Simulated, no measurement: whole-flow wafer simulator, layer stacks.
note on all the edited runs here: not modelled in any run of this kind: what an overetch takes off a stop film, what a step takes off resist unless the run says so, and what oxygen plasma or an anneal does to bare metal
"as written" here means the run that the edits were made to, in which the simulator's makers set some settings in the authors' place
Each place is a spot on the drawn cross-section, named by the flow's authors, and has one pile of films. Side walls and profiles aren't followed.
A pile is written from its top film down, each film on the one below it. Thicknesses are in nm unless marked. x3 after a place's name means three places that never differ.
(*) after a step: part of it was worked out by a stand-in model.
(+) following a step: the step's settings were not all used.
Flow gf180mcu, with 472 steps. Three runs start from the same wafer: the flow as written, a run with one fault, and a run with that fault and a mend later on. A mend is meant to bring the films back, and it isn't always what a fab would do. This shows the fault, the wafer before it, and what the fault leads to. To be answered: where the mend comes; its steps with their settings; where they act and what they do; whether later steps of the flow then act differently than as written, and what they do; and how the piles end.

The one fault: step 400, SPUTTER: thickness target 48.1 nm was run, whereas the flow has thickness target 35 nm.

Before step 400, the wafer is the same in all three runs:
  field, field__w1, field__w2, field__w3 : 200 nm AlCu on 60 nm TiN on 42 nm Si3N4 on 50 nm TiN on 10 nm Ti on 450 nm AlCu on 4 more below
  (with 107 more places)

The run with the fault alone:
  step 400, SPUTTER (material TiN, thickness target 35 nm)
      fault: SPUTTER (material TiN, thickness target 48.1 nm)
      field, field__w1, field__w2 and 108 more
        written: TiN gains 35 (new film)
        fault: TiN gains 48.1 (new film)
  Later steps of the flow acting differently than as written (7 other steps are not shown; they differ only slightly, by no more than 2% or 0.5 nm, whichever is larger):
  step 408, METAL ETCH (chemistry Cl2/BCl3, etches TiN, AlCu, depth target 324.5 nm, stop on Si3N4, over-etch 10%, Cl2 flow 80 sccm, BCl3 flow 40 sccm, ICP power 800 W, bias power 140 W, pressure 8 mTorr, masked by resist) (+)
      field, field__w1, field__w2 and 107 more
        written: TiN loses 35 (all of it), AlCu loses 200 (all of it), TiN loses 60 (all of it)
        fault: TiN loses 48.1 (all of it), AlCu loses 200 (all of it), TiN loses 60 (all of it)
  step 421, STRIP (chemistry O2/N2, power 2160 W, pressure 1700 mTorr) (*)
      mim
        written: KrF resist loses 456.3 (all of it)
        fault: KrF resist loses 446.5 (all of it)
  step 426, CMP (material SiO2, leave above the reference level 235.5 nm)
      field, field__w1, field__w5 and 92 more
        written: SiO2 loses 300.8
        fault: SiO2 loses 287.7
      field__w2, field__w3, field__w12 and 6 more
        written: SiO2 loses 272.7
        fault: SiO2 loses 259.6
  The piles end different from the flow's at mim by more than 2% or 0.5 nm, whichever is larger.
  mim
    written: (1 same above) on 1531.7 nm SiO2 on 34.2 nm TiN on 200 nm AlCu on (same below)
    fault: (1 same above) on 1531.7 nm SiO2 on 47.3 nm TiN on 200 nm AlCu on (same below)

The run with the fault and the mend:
  After step 400 comes the mend.
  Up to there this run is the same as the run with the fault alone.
  step 400a, METAL ETCH (chemistry Cl2/BCl3, etches TiN, AlCu, Ti, depth target 13.1 nm, Cl2 flow 80 sccm, BCl3 flow 40 sccm, ICP power 800 W, bias power 140 W, pressure 8 mTorr) (the flow's step 260, run once more with other settings)
      field, field__w1, field__w2 and 108 more
        TiN loses 13.1
  None of the later steps of the flow acts differently than as written at any place that is followed.
  By the end, the piles equal the flow's at every place that both follow.
